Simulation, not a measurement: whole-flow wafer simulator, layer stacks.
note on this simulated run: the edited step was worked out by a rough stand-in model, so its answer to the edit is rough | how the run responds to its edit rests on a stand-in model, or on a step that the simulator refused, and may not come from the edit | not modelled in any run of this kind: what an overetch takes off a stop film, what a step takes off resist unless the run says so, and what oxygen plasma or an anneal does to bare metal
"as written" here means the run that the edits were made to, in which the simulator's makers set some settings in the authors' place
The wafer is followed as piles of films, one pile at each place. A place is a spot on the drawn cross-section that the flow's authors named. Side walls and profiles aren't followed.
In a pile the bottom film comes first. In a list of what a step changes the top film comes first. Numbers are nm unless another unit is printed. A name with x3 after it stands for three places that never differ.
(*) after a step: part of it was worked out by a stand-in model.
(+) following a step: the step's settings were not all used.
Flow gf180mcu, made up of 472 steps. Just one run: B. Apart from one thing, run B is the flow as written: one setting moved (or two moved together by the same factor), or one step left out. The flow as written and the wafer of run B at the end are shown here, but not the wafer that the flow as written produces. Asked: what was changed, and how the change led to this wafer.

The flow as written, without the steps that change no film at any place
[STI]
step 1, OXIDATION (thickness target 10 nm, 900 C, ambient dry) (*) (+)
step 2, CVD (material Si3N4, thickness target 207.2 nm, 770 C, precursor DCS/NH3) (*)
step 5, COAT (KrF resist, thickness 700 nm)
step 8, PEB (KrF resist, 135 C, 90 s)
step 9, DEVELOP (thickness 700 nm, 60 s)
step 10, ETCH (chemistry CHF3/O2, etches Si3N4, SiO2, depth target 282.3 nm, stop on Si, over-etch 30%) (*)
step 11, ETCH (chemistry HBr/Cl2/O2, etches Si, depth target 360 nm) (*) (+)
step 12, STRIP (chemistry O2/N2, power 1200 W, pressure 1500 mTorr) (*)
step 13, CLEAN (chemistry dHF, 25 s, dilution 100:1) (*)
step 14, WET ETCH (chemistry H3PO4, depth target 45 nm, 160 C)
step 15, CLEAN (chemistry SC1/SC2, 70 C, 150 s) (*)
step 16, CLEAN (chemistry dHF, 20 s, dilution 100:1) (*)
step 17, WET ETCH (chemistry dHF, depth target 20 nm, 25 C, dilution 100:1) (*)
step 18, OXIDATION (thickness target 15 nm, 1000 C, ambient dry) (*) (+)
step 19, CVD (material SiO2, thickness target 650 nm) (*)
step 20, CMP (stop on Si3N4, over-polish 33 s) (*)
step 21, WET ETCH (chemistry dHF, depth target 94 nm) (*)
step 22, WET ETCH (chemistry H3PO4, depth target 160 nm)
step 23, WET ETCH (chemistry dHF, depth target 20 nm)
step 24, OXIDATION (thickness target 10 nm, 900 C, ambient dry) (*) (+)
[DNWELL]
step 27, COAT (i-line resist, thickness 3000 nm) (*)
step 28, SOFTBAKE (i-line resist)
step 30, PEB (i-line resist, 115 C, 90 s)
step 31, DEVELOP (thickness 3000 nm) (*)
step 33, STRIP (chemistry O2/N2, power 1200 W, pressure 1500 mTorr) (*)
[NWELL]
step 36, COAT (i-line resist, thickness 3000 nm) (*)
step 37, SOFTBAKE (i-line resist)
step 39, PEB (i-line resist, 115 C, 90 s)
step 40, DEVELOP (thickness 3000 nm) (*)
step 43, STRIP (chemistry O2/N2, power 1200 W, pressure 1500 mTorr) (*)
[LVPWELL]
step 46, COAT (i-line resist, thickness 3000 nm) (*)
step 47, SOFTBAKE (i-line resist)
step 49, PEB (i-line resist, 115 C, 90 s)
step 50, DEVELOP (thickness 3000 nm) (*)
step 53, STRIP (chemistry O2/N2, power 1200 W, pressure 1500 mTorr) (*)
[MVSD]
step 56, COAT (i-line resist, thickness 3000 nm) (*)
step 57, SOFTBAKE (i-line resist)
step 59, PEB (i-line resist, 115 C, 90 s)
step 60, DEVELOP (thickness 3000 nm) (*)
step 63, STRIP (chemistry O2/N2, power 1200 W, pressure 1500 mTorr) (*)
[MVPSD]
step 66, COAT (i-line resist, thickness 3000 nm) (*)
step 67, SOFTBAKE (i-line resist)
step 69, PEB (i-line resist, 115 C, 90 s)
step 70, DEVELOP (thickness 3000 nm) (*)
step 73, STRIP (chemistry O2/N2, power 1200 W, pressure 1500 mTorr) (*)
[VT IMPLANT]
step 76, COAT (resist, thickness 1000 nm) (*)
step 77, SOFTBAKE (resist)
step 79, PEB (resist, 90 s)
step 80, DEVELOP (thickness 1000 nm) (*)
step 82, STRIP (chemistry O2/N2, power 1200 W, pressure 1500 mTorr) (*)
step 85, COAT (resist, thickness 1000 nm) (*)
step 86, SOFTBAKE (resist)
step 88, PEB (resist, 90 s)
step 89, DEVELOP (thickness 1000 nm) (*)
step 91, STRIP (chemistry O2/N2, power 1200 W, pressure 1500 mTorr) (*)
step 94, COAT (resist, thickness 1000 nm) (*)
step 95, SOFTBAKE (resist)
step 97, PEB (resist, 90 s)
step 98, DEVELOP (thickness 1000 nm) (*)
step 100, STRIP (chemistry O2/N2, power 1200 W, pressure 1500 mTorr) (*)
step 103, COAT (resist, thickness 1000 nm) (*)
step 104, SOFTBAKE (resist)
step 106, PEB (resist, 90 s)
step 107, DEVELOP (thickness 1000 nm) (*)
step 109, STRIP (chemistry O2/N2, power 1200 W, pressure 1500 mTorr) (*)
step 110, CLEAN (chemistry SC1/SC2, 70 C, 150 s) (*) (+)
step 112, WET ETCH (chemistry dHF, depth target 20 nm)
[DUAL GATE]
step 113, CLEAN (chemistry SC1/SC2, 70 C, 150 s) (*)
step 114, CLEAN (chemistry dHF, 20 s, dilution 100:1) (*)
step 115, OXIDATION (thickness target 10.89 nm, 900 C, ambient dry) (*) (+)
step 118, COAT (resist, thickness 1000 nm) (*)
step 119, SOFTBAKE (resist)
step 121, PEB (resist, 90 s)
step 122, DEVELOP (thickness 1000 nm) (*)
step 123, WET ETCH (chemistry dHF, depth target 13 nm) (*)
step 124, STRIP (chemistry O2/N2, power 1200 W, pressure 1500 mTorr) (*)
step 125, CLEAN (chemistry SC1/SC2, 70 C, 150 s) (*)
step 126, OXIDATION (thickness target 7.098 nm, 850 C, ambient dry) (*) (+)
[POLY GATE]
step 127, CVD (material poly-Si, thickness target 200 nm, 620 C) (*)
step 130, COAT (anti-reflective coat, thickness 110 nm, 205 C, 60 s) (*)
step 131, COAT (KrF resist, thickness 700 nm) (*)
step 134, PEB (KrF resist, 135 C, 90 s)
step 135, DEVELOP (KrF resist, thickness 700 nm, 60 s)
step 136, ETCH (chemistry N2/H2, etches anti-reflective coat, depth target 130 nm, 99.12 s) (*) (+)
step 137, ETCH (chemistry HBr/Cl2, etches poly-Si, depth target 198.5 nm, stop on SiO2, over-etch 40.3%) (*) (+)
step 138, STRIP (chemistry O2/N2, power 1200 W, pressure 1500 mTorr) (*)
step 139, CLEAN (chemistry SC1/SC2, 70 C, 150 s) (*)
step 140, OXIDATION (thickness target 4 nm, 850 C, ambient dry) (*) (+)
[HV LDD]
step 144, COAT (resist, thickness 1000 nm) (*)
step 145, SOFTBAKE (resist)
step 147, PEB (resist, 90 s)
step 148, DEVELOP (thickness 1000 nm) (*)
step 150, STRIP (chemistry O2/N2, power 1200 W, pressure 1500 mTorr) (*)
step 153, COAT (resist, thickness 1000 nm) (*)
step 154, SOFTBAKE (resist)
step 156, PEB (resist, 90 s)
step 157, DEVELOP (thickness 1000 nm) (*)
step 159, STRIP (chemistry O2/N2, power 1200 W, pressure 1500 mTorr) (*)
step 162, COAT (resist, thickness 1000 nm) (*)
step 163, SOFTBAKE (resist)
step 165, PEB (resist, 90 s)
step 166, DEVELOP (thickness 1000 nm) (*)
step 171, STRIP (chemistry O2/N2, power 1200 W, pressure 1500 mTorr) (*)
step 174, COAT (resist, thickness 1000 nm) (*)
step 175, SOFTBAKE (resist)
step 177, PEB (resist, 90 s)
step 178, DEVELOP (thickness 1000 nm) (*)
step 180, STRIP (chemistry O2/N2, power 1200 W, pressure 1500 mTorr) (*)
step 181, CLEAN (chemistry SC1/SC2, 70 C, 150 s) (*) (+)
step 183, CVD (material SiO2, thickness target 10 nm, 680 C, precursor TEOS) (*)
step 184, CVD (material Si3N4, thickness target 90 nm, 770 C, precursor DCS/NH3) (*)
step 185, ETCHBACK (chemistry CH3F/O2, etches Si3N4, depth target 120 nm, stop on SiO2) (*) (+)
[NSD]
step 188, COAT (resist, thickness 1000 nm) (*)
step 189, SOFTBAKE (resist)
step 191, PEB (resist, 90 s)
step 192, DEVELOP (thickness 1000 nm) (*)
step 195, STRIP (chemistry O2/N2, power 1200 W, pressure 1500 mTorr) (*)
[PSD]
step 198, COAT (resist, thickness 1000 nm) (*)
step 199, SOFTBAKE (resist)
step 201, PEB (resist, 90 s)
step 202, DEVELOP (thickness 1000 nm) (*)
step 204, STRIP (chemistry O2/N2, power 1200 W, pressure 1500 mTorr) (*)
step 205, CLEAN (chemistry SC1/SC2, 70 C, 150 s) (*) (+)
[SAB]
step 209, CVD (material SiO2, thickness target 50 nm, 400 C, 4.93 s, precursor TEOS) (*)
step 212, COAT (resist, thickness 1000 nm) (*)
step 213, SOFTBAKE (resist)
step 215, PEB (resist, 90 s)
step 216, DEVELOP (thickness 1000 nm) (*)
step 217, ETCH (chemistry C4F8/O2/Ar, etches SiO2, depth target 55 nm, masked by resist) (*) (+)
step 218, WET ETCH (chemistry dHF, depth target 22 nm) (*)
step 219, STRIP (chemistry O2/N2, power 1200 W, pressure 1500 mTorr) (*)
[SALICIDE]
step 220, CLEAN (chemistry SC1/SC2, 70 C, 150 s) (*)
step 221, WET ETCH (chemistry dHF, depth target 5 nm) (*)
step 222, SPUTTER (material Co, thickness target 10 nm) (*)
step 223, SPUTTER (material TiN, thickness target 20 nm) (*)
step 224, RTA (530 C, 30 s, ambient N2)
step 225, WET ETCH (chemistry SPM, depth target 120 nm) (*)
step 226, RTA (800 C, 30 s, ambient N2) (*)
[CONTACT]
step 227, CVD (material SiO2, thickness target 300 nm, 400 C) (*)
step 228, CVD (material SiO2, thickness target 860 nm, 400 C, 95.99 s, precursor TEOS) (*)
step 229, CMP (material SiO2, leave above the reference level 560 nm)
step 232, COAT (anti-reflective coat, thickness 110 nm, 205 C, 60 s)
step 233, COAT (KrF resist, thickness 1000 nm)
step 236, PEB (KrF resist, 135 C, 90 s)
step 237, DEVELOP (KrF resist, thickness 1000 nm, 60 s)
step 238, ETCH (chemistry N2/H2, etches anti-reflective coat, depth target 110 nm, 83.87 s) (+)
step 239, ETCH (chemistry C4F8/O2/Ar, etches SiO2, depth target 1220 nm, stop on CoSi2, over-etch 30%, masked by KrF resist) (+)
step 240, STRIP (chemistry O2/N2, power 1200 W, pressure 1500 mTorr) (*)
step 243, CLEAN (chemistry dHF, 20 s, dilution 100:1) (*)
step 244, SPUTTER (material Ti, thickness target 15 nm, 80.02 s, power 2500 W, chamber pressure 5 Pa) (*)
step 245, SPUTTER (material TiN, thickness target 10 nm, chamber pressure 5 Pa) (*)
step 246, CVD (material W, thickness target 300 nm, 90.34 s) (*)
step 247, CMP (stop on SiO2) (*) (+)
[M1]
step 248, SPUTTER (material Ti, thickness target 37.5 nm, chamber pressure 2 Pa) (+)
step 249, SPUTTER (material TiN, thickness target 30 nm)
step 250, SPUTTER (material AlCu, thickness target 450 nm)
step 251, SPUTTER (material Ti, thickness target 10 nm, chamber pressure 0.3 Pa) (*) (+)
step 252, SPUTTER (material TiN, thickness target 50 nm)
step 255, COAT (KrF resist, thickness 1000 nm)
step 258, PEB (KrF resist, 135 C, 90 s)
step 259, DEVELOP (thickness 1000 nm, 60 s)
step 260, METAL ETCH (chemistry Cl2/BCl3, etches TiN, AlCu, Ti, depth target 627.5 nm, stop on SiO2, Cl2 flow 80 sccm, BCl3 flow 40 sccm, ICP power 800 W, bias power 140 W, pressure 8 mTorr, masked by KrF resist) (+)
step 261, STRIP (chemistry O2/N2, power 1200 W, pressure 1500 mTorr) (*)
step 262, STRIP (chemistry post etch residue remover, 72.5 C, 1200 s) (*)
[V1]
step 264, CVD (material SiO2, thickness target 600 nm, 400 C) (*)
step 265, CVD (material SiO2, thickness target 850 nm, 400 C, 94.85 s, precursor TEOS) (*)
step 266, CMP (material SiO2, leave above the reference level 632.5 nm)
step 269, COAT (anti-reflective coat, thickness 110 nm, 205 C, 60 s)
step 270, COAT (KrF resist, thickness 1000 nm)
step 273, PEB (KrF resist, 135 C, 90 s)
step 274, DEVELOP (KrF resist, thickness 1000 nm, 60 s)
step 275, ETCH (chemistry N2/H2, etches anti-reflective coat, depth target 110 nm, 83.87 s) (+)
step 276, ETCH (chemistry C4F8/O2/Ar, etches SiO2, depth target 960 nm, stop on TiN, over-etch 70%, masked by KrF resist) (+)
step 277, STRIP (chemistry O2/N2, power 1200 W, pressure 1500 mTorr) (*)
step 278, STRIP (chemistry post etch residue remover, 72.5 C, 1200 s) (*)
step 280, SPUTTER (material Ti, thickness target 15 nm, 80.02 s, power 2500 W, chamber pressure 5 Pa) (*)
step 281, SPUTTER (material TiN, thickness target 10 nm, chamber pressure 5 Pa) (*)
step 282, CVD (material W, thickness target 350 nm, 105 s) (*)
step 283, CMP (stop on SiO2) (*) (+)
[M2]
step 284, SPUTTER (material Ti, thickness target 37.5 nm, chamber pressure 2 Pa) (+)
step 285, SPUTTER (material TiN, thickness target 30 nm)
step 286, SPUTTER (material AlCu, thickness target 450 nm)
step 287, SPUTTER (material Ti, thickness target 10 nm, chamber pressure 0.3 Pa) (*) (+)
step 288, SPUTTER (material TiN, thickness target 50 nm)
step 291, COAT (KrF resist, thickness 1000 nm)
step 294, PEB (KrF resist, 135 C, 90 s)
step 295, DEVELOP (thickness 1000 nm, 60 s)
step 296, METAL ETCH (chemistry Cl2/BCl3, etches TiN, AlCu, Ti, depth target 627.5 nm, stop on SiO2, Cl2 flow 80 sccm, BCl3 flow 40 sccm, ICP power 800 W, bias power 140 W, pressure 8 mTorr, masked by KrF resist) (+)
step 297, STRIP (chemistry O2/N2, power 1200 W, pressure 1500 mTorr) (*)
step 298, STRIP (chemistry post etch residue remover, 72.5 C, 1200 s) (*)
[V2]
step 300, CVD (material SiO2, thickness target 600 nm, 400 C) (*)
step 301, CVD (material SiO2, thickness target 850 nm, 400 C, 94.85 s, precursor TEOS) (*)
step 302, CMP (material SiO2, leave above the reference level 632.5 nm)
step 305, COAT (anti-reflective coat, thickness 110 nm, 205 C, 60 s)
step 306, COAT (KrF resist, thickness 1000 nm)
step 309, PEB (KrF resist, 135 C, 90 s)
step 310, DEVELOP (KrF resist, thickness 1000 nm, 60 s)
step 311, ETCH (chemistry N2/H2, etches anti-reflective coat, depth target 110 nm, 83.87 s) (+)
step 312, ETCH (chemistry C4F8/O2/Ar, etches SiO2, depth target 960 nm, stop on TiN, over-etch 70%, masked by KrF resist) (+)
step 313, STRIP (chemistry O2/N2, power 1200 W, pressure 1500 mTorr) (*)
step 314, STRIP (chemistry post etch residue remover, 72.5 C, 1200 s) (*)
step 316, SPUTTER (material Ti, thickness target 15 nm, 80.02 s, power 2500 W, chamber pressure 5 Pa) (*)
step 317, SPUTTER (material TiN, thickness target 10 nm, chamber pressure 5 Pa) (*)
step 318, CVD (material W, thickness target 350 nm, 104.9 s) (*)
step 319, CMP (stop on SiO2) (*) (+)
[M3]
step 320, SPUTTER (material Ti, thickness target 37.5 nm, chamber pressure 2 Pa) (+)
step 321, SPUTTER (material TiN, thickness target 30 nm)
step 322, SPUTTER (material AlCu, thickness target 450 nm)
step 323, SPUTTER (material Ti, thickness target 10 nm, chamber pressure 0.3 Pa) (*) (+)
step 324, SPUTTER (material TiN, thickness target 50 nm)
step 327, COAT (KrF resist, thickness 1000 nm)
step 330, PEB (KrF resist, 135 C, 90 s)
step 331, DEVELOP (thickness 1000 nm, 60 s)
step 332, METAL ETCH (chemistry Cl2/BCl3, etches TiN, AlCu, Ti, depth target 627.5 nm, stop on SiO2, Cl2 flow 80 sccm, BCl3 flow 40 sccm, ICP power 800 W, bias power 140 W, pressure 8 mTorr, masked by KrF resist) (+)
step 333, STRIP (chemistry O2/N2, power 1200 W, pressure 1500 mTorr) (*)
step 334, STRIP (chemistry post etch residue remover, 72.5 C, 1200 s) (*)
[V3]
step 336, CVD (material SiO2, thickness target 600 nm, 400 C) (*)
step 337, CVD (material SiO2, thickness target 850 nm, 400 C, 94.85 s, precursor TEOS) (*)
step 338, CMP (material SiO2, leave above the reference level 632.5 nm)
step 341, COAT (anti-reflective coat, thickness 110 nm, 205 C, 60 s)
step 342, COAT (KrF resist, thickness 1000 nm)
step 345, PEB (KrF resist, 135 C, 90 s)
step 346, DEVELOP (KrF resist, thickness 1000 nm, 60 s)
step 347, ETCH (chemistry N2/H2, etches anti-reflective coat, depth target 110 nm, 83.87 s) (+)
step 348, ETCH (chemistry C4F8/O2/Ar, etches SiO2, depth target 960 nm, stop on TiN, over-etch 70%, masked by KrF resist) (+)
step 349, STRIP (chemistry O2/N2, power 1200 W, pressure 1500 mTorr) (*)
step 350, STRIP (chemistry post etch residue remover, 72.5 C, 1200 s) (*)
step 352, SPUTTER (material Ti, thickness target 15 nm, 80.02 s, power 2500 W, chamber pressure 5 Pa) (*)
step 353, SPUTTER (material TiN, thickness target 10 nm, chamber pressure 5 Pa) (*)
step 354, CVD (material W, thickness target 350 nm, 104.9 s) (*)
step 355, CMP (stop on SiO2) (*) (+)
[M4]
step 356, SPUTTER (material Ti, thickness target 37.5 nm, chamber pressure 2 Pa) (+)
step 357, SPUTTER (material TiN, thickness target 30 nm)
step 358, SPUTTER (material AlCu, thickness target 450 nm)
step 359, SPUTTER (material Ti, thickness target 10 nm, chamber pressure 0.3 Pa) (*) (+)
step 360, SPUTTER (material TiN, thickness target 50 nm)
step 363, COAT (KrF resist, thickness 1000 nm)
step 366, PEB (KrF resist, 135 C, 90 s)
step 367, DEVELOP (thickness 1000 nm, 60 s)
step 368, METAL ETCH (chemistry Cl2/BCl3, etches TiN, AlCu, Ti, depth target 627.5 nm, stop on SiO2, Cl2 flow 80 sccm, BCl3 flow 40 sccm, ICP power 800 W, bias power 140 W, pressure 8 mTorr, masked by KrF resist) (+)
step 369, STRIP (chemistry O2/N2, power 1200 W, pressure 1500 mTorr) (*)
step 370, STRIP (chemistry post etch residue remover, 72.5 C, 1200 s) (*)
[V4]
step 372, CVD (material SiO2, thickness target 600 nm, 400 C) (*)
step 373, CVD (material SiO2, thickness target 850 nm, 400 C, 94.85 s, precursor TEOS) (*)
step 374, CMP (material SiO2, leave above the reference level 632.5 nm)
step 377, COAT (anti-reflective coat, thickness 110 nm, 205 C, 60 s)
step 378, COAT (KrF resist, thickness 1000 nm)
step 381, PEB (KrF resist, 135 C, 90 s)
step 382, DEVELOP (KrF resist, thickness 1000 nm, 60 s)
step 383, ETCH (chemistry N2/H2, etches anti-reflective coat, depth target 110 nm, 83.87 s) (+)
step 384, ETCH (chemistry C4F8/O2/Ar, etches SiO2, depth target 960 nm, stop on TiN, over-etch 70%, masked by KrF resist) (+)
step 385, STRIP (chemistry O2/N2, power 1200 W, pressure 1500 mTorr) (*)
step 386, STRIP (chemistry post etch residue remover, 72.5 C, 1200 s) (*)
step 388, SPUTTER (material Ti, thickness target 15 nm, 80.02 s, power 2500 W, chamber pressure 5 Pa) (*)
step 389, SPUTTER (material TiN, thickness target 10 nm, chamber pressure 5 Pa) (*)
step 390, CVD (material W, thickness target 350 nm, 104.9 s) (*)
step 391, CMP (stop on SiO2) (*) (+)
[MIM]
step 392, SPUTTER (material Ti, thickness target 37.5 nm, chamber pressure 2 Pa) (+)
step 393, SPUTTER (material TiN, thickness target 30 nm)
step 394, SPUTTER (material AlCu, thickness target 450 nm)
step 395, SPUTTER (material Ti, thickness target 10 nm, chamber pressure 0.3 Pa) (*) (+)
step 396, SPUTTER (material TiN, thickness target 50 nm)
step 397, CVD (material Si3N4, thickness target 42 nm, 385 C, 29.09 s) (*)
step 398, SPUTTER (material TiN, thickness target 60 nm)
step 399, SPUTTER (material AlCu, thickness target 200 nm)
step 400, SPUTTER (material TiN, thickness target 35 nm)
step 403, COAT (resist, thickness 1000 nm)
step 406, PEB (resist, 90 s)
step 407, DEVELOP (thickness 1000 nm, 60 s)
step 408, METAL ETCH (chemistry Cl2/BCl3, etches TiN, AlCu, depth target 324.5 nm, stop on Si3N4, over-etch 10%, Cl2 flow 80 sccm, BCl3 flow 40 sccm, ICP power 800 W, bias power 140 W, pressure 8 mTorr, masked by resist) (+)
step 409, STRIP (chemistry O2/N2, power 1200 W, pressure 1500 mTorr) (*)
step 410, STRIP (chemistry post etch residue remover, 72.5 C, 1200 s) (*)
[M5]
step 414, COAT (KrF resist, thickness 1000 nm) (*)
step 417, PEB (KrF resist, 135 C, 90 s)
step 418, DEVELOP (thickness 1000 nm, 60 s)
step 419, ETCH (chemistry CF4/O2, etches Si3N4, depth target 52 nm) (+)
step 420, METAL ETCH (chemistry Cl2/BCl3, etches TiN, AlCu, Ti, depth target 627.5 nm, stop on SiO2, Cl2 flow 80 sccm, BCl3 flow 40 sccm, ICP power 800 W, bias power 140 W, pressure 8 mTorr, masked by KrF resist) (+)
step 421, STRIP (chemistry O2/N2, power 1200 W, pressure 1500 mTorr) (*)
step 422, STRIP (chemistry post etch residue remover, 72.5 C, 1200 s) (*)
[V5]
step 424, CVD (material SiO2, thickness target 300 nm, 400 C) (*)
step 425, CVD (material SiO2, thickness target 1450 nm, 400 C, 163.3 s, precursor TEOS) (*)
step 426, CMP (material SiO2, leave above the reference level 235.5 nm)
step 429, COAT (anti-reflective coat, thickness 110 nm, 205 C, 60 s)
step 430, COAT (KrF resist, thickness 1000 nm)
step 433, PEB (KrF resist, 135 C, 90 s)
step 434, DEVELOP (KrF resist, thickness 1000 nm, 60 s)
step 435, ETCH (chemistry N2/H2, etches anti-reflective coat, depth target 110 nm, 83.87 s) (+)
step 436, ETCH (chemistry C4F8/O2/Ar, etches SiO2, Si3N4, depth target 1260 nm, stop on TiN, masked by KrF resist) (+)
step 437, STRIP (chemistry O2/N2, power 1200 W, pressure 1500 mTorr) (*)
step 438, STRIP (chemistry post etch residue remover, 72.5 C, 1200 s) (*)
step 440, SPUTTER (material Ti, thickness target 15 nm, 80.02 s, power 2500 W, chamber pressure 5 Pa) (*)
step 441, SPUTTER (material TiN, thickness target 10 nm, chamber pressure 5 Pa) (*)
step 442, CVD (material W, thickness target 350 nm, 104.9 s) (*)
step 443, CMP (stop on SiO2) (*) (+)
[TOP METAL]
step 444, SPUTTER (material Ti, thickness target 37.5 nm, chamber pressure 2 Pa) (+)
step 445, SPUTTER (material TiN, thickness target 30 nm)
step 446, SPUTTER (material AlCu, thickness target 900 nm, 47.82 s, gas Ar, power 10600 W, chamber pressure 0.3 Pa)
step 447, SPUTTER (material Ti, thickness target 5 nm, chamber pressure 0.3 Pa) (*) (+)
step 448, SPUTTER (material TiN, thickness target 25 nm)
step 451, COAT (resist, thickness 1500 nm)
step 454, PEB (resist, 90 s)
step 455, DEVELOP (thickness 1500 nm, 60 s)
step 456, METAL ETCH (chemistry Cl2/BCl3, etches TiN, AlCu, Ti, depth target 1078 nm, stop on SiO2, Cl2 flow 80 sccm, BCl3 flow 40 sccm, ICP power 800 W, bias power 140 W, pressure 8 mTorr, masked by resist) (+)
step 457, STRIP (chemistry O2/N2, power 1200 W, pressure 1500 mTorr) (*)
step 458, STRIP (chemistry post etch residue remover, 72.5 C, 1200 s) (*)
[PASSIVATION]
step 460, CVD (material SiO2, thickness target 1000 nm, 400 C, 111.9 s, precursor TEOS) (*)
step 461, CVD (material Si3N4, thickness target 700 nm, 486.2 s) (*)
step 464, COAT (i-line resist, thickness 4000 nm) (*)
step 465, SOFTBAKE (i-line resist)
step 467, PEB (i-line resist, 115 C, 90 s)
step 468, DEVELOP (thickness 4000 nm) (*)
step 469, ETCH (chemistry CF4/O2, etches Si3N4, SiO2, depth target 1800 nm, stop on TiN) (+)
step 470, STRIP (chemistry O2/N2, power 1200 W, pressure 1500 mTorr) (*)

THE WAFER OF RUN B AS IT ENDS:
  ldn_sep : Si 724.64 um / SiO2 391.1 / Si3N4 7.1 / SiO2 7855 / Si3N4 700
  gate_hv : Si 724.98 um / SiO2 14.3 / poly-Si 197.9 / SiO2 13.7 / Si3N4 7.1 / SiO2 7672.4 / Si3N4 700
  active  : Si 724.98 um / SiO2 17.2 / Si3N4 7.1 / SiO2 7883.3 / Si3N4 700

Cause: step 185, ETCHBACK: depth target 78.74 nm was run, though the flow has depth target 120 nm.

The path from the change to this, step by step:
  step 185, ETCHBACK (chemistry CH3F/O2, etches Si3N4, depth target 120 nm, stop on SiO2) (*) (+)
      field, field__w1, field__w2 and 100 more: -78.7 Si3N4 (it would be, as written: -90 Si3N4 (all of it), -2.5 SiO2)
  step 189, SOFTBAKE (resist)
      field__w9: -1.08 resist (it would be, as written: +1.85 resist)
      nw_enc_fld_lv: +1.62 resist (it would be, as written: +0.58 resist)
  step 199, SOFTBAKE (resist)
      field__w9: -1.08 resist (it would be, as written: +1.85 resist)
      nw_enc_fld_lv: +1.62 resist (it would be, as written: +0.58 resist)
  step 205, CLEAN (chemistry SC1/SC2, 70 C, 150 s) (*) (+)
      field, field__w1, field__w2 and 105 more: -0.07 Si3N4 (it would be, as written: -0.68 SiO2)
  step 209, CVD (material SiO2, thickness target 50 nm, 400 C, 4.93 s, precursor TEOS) (*)
      field, field__w7, field__w8 and 73 more: +50 SiO2 (new film) (it would be, as written: +50 SiO2)
      field_sub__w1, field_sub__w3, field_sub__w4, field_sub__w5, ld_drift_n: +48.8 SiO2 (new film) (it would be, as written: +48.9 SiO2)
      (as well as at 27 more places)
  step 217, ETCH (chemistry C4F8/O2/Ar, etches SiO2, depth target 55 nm, masked by resist) (*) (+)
      field, field__w7, field__w8 and 70 more: -50 SiO2 (all of it), -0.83 Si3N4 (it would be, as written: -55 SiO2)
      field_sub__w1, field_sub__w3, field_sub__w4, field_sub__w5, ld_drift_n: -48.8 SiO2 (all of it), -1.03 Si3N4 (it would be, as written: -55 SiO2)
      (as well as at 21 more places)
  step 218, WET ETCH (chemistry dHF, depth target 22 nm) (*)
      gate, gate_hv, gate_p and 23 more: -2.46 Si3N4 (it would be, as written: -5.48 SiO2 (all of it))
      field, field__w10, sti and 14 more: -2.46 Si3N4 (it would be, as written: -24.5 SiO2)
      (as well as at 56 more places)
  step 219, STRIP (chemistry O2/N2, power 1200 W, pressure 1500 mTorr) (*)
      gate, gate_hv, gate_p and 23 more: nothing (it would be, as written: +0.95 chemical SiO2 (new film), -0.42 poly-Si)
      active, p_well, sd_n and 20 more: nothing (it would be, as written: +0.95 chemical SiO2 (new film), -0.42 Si)
  step 220, CLEAN (chemistry SC1/SC2, 70 C, 150 s) (*)
      field, field__w1, field__w2 and 47 more: -0.07 Si3N4 (it would be, as written: -0.68 SiO2)
  step 221, WET ETCH (chemistry dHF, depth target 5 nm) (*)
      active, p_well, gate and 46 more: -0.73 Si3N4 (it would be, as written: -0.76 chemical SiO2 (all of it))
      field, field__w1, field__w2 and 23 more: -0.73 Si3N4 (it would be, as written: -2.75 SiO2)
      (as well as at 24 more places)
  step 224, RTA (530 C, 30 s, ambient N2)
      gate, gate_hv, gate_p and 22 more: nothing (it would be, as written: under 1 film: +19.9 CoSi (new film), -10 Co (all of it), -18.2 poly-Si)
      active, p_well, sd_n and 11 more: nothing (it would be, as written: under 1 film: +19.9 CoSi (new film), -10 Co (all of it), -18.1 Si)
      (as well as at 10 more places)
  step 225, WET ETCH (chemistry SPM, depth target 120 nm) (*)
      active, p_well, gate and 36 more: -20 TiN (all of it), -10 Co (all of it) (it would be, as written: -20 TiN (all of it))
      sd_p: -18.3 TiN (all of it), -9.24 Co (all of it) (it would be, as written: -17.9 TiN (all of it))
      (as well as at 9 more places)
  step 226, RTA (800 C, 30 s, ambient N2) (*)
      gate, gate_hv, gate_p and 22 more: nothing (it would be, as written: +35 CoSi2 (new film), -19.9 CoSi (all of it), -18.2 poly-Si)
      active, p_well, sd_n and 11 more: nothing (it would be, as written: +35 CoSi2 (new film), -19.9 CoSi (all of it), -18.1 Si)
      (as well as at 10 more places)
  step 227, CVD (material SiO2, thickness target 300 nm, 400 C) (*)
      field, field__w1, field__w2 and 47 more: +300 SiO2 (new film) (it would be, as written: +300 SiO2)
  step 228, CVD (material SiO2, thickness target 860 nm, 400 C, 95.99 s, precursor TEOS) (*)
      ld_drift_p: +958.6 SiO2 (it would be, as written: +979.3 SiO2)
  step 229, CMP (material SiO2, leave above the reference level 560 nm)
      ldn_sep__w1, ldn_sep__w2, ldn_dft and 8 more: -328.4 SiO2 (it would be, as written: -311.1 SiO2)
      sti, mim_1p0, pad, dice_street, iso_nw_fld, iso_fld_sub: -314.1 SiO2 (it would be, as written: -297 SiO2)
      (as well as at 57 more places)
  ... 4 further steps ...
  step 471, ANNEAL (400 C, 1800 s, ambient N2/H2)
      polyc_n, polyc_p: under 9 films: +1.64 void (new film), -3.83 Ti, +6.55 TiSi first (new film), -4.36 poly-Si (it would be, as written: nothing)
      contact: under 49 films: +1.62 void (new film), -3.83 Ti, +6.55 TiSi first (new film), -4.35 Si (it would be, as written: nothing)
Taking metal films that touch as one body, gate_hv has 0 bodies; the flow as written gives 1 body.
Taking metal films that touch as one body, active has 0 bodies; the flow as written gives 1 body.
